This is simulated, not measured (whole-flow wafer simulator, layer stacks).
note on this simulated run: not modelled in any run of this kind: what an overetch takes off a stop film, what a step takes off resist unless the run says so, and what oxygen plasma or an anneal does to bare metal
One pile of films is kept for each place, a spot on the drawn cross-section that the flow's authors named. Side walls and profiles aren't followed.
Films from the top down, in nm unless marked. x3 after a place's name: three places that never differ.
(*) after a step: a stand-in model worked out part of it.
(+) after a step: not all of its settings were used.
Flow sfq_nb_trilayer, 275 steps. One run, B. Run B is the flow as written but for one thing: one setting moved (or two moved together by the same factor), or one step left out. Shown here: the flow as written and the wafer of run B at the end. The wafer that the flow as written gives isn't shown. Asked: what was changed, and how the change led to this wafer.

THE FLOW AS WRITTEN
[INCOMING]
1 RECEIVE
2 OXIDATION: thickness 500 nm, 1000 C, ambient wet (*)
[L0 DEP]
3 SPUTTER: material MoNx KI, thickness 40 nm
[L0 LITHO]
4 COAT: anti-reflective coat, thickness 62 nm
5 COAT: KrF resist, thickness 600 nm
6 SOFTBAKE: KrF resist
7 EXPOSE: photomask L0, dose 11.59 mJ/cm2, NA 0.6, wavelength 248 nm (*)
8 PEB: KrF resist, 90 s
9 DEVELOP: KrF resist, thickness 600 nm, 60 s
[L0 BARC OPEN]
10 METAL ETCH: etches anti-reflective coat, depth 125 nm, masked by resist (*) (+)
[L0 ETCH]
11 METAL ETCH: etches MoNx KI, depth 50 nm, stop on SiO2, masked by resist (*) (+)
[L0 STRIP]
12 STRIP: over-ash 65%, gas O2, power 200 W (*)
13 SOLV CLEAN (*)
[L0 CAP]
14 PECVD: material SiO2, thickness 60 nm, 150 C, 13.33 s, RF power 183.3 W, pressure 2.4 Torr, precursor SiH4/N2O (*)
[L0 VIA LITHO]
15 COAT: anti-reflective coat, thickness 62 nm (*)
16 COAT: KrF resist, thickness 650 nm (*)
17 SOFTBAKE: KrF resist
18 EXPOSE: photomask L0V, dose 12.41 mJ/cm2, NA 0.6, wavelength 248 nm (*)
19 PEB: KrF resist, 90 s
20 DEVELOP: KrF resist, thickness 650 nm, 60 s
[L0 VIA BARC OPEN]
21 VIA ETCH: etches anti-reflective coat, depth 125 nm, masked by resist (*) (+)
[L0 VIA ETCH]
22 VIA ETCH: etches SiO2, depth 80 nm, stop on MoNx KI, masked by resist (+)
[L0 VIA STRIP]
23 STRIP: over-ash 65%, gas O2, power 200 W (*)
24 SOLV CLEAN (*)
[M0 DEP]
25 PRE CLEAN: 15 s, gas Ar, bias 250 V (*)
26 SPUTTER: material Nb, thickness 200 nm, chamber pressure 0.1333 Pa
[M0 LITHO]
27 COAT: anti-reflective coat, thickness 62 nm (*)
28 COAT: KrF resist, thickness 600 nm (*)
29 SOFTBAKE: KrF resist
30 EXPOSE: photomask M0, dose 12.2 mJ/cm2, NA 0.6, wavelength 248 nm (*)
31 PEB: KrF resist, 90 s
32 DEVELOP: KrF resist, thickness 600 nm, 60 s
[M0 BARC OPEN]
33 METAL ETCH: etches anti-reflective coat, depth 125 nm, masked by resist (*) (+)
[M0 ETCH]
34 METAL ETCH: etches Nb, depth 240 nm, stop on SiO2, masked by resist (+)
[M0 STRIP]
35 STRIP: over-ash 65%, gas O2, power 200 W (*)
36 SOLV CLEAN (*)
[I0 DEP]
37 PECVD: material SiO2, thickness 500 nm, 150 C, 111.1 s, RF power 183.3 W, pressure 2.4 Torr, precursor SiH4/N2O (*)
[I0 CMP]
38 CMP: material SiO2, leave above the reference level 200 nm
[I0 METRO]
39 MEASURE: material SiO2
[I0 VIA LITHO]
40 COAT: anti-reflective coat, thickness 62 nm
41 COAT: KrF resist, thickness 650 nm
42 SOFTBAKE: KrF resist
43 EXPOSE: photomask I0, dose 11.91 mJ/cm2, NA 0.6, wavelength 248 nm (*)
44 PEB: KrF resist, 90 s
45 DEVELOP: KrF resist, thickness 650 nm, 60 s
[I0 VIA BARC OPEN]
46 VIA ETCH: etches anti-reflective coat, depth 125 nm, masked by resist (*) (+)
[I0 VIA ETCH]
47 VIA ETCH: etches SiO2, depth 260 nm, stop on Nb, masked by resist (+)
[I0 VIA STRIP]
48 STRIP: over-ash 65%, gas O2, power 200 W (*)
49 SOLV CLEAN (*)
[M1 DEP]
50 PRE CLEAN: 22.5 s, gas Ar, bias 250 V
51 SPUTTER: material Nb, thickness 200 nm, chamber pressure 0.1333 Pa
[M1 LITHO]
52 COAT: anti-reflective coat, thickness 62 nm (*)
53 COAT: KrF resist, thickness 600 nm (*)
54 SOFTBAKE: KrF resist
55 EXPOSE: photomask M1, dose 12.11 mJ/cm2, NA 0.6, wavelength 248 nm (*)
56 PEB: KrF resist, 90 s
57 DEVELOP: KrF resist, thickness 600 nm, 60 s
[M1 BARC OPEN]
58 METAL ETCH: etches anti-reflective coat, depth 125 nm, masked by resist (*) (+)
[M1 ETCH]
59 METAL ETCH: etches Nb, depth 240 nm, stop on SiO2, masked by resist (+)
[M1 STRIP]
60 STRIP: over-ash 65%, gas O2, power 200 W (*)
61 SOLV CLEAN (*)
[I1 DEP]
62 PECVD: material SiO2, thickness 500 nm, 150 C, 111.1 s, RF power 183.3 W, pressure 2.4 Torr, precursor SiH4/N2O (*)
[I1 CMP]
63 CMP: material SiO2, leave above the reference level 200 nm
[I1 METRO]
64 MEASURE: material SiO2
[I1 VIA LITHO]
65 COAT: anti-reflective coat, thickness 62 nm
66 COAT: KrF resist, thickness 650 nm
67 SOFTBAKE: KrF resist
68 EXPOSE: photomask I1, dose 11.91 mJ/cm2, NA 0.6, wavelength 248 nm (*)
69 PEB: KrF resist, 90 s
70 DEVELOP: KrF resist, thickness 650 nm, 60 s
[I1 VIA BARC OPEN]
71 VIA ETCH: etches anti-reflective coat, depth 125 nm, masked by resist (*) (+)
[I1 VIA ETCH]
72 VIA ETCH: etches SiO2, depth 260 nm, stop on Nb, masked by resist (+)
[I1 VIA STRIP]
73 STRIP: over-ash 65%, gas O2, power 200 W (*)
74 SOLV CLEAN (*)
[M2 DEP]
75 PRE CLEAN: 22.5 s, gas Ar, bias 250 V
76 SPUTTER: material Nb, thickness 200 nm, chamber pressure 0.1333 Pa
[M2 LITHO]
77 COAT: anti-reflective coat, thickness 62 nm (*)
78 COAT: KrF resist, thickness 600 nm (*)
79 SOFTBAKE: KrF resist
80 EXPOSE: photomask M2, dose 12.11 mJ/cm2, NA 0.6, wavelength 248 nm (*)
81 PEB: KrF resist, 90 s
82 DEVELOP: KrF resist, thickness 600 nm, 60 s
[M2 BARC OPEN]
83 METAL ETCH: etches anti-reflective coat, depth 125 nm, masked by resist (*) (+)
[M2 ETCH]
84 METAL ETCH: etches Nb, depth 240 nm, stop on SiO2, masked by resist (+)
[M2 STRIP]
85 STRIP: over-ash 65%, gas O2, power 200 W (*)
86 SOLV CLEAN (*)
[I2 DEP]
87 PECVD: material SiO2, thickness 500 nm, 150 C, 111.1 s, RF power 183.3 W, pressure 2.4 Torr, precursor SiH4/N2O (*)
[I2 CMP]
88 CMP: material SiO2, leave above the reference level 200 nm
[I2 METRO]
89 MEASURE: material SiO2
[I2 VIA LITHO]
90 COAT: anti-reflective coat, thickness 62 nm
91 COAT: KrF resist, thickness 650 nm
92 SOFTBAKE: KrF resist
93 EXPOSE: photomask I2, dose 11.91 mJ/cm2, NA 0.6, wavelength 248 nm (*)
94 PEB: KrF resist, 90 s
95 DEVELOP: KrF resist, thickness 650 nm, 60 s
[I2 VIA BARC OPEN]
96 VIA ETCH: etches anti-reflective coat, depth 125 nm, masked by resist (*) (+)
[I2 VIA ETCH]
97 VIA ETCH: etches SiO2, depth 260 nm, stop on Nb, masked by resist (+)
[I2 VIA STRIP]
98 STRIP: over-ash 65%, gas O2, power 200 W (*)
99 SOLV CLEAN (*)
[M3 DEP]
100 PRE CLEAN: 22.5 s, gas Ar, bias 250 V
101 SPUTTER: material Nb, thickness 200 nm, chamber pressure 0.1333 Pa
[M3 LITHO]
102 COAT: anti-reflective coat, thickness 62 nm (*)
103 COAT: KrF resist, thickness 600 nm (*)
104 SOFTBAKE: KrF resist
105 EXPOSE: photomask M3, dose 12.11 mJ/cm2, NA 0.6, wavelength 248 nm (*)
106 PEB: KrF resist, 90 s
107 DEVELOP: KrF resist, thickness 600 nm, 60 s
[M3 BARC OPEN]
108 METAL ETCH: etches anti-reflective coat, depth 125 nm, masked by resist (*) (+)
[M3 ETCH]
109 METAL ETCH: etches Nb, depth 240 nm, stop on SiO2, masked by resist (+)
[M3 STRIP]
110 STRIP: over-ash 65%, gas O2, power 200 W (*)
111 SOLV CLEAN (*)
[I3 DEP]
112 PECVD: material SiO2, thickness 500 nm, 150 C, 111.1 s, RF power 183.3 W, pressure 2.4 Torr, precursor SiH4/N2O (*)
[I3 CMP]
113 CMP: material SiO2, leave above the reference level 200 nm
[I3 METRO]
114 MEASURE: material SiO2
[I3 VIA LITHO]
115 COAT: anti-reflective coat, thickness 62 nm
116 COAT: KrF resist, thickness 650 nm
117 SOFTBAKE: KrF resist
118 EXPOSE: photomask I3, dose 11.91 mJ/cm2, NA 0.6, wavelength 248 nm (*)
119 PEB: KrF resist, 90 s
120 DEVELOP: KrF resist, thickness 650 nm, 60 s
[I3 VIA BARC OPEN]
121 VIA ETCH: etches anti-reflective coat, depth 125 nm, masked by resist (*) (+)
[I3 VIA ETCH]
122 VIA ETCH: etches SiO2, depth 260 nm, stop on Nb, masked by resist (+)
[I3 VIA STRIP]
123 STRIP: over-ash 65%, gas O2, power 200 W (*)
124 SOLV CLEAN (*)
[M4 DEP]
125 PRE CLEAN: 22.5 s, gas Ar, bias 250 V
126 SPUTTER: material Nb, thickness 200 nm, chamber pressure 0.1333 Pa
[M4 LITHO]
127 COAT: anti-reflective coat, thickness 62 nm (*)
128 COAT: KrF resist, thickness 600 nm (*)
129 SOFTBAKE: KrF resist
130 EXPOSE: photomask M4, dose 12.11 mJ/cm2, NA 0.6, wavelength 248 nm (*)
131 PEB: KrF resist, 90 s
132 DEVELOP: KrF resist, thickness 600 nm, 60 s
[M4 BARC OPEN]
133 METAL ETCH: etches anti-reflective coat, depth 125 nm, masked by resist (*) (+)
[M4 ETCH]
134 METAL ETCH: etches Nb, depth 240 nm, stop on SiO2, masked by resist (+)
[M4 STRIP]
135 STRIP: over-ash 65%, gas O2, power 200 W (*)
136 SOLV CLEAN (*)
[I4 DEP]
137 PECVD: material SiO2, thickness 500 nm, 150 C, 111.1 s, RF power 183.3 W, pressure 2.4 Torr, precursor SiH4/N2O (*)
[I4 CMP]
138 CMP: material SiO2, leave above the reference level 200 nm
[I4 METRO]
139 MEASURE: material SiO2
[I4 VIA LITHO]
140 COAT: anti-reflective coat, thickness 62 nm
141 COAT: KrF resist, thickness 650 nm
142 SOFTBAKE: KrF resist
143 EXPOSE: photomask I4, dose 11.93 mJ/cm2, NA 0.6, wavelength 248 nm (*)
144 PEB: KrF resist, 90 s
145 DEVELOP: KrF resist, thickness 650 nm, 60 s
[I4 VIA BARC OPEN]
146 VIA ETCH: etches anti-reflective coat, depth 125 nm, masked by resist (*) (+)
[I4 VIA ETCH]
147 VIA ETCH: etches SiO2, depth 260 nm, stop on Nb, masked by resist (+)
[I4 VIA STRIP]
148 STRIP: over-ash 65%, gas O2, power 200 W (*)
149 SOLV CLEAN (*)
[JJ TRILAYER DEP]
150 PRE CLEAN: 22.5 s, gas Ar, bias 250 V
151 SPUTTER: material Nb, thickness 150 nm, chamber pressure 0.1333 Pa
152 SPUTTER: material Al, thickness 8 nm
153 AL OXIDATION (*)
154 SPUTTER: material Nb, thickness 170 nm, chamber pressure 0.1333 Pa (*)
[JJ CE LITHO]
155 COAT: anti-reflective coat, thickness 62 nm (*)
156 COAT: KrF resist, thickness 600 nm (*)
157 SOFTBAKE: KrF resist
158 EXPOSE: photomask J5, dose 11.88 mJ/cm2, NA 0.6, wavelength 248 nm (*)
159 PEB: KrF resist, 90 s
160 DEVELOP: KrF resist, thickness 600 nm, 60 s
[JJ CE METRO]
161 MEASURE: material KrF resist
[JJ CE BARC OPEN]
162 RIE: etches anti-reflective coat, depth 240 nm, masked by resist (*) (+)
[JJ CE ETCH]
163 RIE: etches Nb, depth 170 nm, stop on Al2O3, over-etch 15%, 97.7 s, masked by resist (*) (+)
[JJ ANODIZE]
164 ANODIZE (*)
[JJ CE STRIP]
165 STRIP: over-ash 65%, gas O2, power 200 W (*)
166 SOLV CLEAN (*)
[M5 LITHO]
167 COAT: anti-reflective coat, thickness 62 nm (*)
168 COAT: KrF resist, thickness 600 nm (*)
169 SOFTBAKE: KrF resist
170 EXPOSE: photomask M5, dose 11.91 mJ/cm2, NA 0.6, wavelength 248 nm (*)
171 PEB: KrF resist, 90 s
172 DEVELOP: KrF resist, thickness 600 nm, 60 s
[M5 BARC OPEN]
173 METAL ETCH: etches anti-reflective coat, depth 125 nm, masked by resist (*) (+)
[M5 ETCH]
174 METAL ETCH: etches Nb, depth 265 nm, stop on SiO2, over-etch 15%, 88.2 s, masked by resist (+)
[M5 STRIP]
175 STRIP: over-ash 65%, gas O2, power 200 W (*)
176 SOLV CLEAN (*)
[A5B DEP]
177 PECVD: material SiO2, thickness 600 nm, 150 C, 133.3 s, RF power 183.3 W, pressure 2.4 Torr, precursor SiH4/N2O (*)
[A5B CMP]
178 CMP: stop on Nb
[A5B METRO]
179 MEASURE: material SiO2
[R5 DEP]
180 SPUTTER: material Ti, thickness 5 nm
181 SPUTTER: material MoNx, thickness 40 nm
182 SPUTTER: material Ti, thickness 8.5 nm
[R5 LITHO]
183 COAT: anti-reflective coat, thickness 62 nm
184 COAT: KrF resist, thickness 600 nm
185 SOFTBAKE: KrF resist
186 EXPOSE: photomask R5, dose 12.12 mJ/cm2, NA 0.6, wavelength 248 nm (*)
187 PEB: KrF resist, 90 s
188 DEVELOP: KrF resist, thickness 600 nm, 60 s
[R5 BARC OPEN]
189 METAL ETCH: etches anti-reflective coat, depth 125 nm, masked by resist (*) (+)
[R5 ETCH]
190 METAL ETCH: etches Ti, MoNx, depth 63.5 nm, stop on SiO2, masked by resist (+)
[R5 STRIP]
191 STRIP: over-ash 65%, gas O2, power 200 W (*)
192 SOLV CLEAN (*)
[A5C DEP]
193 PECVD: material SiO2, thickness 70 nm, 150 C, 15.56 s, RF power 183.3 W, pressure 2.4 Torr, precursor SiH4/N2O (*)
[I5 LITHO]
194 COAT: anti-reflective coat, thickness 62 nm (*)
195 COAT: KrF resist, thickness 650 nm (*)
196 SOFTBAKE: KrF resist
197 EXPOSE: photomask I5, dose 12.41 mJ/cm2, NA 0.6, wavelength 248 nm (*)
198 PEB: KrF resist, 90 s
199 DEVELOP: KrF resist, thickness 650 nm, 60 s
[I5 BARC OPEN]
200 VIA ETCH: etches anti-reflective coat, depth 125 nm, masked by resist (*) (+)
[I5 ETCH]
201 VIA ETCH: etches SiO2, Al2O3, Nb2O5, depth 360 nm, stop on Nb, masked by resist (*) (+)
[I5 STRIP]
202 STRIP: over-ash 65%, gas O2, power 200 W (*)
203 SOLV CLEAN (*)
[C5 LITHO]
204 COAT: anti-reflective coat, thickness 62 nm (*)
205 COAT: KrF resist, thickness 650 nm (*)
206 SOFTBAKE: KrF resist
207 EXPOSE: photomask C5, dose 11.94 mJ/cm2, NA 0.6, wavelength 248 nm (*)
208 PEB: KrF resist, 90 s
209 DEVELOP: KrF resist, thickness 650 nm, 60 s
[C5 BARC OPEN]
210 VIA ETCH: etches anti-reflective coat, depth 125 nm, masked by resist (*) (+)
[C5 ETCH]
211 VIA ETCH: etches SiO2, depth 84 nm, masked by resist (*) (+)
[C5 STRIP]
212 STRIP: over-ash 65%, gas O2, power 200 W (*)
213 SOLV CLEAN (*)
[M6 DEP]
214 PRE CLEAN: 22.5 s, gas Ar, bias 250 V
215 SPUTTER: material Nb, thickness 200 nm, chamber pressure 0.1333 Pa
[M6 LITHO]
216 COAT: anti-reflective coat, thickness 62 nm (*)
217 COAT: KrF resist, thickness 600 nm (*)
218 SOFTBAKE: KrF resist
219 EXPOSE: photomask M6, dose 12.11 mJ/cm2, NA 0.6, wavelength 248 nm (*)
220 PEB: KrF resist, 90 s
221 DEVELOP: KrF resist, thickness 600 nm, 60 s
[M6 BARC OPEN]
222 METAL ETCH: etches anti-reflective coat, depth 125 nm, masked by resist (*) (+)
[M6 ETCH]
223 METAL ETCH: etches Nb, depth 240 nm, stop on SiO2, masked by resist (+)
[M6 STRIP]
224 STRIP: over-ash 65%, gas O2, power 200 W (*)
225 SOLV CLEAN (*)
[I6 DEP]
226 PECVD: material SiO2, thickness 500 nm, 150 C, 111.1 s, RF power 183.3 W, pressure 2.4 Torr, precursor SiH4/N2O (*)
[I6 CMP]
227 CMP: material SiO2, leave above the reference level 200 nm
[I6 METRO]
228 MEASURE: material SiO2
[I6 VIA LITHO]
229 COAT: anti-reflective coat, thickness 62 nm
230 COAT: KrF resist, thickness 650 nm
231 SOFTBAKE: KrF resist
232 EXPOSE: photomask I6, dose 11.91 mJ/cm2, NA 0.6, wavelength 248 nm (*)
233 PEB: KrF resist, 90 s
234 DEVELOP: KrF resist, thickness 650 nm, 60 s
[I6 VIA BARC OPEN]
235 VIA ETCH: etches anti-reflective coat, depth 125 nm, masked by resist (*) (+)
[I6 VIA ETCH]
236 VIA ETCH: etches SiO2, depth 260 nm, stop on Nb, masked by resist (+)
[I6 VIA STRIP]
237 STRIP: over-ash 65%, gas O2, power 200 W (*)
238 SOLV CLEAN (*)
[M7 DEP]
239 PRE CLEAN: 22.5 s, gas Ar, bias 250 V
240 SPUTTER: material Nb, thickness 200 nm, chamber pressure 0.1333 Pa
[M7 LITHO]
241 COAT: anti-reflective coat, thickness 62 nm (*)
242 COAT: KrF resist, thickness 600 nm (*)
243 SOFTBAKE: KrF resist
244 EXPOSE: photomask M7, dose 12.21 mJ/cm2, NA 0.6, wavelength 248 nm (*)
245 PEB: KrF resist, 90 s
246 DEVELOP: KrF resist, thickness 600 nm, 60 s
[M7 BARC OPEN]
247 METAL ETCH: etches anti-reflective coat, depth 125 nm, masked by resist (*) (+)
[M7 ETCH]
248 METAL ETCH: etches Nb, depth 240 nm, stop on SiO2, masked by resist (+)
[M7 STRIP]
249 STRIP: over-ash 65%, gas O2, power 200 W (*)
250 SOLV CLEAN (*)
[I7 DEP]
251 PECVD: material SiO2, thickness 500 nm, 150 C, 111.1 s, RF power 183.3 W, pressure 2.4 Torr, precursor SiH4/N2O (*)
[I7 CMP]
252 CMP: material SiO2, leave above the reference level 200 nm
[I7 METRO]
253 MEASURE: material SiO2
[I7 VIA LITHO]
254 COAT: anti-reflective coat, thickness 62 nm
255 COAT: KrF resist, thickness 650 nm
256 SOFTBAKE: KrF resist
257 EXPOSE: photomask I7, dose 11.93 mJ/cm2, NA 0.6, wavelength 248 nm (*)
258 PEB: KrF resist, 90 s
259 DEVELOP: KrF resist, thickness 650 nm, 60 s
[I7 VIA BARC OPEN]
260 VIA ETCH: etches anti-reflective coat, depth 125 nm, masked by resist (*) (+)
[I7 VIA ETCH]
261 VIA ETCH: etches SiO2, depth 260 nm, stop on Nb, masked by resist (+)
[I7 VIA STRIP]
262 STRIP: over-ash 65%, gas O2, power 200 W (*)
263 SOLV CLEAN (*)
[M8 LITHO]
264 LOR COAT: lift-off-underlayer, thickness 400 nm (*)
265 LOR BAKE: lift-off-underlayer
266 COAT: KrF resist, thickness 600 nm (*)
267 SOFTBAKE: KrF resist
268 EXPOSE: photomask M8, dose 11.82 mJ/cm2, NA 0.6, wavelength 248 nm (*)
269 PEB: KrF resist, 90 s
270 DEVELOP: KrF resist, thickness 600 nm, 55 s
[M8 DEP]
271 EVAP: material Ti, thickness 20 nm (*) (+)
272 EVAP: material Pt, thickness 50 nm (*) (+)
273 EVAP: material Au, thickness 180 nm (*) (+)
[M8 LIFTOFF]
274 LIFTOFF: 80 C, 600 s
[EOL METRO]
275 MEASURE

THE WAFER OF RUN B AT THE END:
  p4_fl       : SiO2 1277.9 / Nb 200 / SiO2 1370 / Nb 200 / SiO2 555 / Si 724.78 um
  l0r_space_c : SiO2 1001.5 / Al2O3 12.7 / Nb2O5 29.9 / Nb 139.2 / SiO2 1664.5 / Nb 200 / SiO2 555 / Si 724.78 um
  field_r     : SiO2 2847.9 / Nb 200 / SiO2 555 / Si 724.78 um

The cause: step 138, CMP: leave above the reference level 102 nm was run, where the flow has leave above the reference level 200 nm.

How the change led to this, step by step:
  138 CMP: material SiO2, leave above the reference level 200 nm
      field_l, be, be_sur and 55 more: SiO2 -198 (as written it would be: SiO2 -100)
      v_sur, via_wl, via_w and 35 more: SiO2 -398 (as written it would be: SiO2 -300)
      (and at 10 more places)
  147 VIA ETCH: etches SiO2, depth 260 nm, stop on Nb, masked by resist (+)
      field_l, v_sur, via_sp and 100 more: KrF resist -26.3 (as written it would be: KrF resist -44.8)
      via_wl, via_w, via_wr: SiO2 -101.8 (all of it) (as written it would be: SiO2 -199.8 (all of it))
  148 STRIP: over-ash 65%, gas O2, power 200 W (*)
      field_l, v_sur, via_sp and 100 more: KrF resist -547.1 (all of it), anti-reflective coat -62 (all of it) (as written it would be: KrF resist -528.6 (all of it), anti-reflective coat -62 (all of it))
  151 SPUTTER: material Nb, thickness 150 nm, chamber pressure 0.1333 Pa
      via_wl, via_w, via_wr: Nb +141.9 (as written it would be: Nb +130.4)
  152 SPUTTER: material Al, thickness 8 nm
      via_wl, via_wr: Al +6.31 (new film) (as written it would be: Al +5.14 (new film))
      via_w: Al +7.87 (new film) (as written it would be: Al +7.12 (new film))
  154 SPUTTER: material Nb, thickness 170 nm, chamber pressure 0.1333 Pa (*)
      via_wl, via_wr: Nb +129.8 (new film) (as written it would be: Nb +140.7 (new film))
      via_w: Nb +167.9 (new film) (as written it would be: Nb +141 (new film))
  155 COAT: anti-reflective coat, thickness 62 nm (*)
      via_wl, via_wr: anti-reflective coat +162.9 (new film) (as written it would be: anti-reflective coat +209.4 (new film))
      v_sur: anti-reflective coat +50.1 (new film) (as written it would be: anti-reflective coat +45.1 (new film))
      (and at 2 more places)
  156 COAT: KrF resist, thickness 600 nm (*)
      via_wl: KrF resist +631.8 (new film) (as written it would be: KrF resist +663 (new film))
      via_w: KrF resist +664.5 (new film) (as written it would be: KrF resist +763.8 (new film))
      (and at 1 more place)
  160 DEVELOP: KrF resist, thickness 600 nm, 60 s
      via_wl: KrF resist -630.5 (all of it) (as written it would be: KrF resist -661.6 (all of it))
      via_w: KrF resist -663.1 (all of it) (as written it would be: KrF resist -762.1 (all of it))
      (and at 1 more place)
  162 RIE: etches anti-reflective coat, depth 240 nm, masked by resist (*) (+)
      ce_l, c5j, ce_r, wl_jj: KrF resist -162.9 (as written it would be: KrF resist -209.4)
      via_wl, via_wr: anti-reflective coat -162.9 (all of it) (as written it would be: anti-reflective coat -209.4 (all of it))
      (and at 3 more places)
  163 RIE: etches Nb, depth 170 nm, stop on Al2O3, over-etch 15%, 97.7 s, masked by resist (*) (+)
      via_w: Nb -167.9 (all of it), Al2O3 -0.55 (as written it would be: Nb -141 (all of it), Al2O3 -0.96 (all of it))
      via_wl, via_wr: Nb -129.8 (all of it), Al2O3 -0.96 (all of it) (as written it would be: Nb -140.7 (all of it), Al2O3 -0.96 (all of it))
  164 ANODIZE (*)
      via_w: Al2O3 +12, Nb2O5 +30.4 (new film), Al -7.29 (all of it), Nb -10.9 (as written it would be: Al2O3 +10.8 (new film), Nb2O5 +33.3 (new film), Al -6.54 (all of it), Nb -12)
      via_wl, via_wr: Al2O3 +9.45 (new film), Nb2O5 +35.7 (new film), Al -5.73 (all of it), Nb -12.9 (as written it would be: Al2O3 +7.52 (new film), Nb2O5 +39.2 (new film), Al -4.56 (all of it), Nb -14.1)
  165 STRIP: over-ash 65%, gas O2, power 200 W (*)
      c5j, ce_r: KrF resist -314 (all of it), anti-reflective coat -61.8 (all of it) (as written it would be: KrF resist -266.9 (all of it), anti-reflective coat -61.5 (all of it))
      ce_l: KrF resist -313.9 (all of it), anti-reflective coat -61.7 (all of it) (as written it would be: KrF resist -266.8 (all of it), anti-reflective coat -61.4 (all of it))
      (and at 1 more place)
  167 COAT: anti-reflective coat, thickness 62 nm (*)
      v_sur: anti-reflective coat +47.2 (new film) (as written it would be: anti-reflective coat +44.9 (new film))
      via_wl: anti-reflective coat +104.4 (new film) (as written it would be: anti-reflective coat +170.5 (new film))
      (and at 3 more places)
  168 COAT: KrF resist, thickness 600 nm (*)
      v_sur: KrF resist +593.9 (new film) (as written it would be: KrF resist +577.9 (new film))
      via_wl: KrF resist +638.2 (new film) (as written it would be: KrF resist +656 (new film))
      (and at 3 more places)
  175 STRIP: over-ash 65%, gas O2, power 200 W (*)
      v_sur: KrF resist -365 (all of it), anti-reflective coat -47.2 (all of it) (as written it would be: KrF resist -349.2 (all of it), anti-reflective coat -44.9 (all of it))
      via_wl: KrF resist -409.2 (all of it), anti-reflective coat -104.4 (all of it) (as written it would be: KrF resist -427 (all of it), anti-reflective coat -170.5 (all of it))
      (and at 3 more places)
  178 CMP: stop on Nb
      via_wl, via_wr: SiO2 -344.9 (as written it would be: SiO2 -235.7)
      via_w: SiO2 -344.5 (as written it would be: SiO2 -235.2)
